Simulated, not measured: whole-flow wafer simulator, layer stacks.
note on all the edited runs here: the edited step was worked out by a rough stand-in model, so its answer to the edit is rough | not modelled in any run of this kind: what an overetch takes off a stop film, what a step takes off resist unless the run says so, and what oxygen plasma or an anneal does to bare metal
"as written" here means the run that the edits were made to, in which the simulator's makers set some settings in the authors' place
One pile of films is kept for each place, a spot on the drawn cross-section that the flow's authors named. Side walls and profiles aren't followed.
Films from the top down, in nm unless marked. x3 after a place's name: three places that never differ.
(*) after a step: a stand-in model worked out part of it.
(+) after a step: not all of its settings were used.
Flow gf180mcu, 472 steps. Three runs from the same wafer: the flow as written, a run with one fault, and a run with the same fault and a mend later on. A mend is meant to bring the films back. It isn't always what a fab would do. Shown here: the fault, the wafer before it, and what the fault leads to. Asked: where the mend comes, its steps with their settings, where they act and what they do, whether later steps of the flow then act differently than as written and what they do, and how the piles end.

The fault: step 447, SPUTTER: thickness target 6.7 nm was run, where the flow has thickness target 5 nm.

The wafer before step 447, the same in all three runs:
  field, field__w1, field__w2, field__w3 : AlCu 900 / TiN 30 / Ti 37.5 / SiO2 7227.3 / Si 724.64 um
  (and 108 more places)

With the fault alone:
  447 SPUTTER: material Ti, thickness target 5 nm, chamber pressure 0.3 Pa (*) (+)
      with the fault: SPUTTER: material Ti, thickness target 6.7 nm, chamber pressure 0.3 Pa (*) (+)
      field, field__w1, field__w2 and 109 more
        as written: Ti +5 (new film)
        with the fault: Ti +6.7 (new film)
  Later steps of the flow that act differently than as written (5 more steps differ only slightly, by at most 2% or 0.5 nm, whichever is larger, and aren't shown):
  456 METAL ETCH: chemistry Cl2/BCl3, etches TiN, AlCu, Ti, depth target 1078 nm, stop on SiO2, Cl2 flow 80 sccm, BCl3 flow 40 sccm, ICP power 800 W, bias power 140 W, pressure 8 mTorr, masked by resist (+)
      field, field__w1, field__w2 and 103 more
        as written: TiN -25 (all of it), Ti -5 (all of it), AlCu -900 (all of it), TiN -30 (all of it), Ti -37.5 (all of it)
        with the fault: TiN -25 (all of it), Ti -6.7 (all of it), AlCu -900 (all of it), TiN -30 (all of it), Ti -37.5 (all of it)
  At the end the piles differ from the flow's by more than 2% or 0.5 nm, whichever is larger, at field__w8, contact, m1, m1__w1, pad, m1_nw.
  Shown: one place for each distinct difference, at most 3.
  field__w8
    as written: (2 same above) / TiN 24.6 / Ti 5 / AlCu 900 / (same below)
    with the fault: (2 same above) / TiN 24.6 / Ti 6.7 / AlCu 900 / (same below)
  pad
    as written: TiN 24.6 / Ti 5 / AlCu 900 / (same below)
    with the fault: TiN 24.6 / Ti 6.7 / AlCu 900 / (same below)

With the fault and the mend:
  The mend comes after step 447.
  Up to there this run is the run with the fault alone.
  447a METAL ETCH: chemistry Cl2/BCl3, etches TiN, AlCu, Ti, depth target 1.7 nm, Cl2 flow 80 sccm, BCl3 flow 40 sccm, ICP power 800 W, bias power 140 W, pressure 8 mTorr (the flow's step 260 once more, with other settings)
      field, field__w1, field__w2 and 109 more
        Ti -1.7
  No later step of the flow acts differently than as written at any place that is followed.
  At the end the piles are the same as the flow's at every place that both follow.
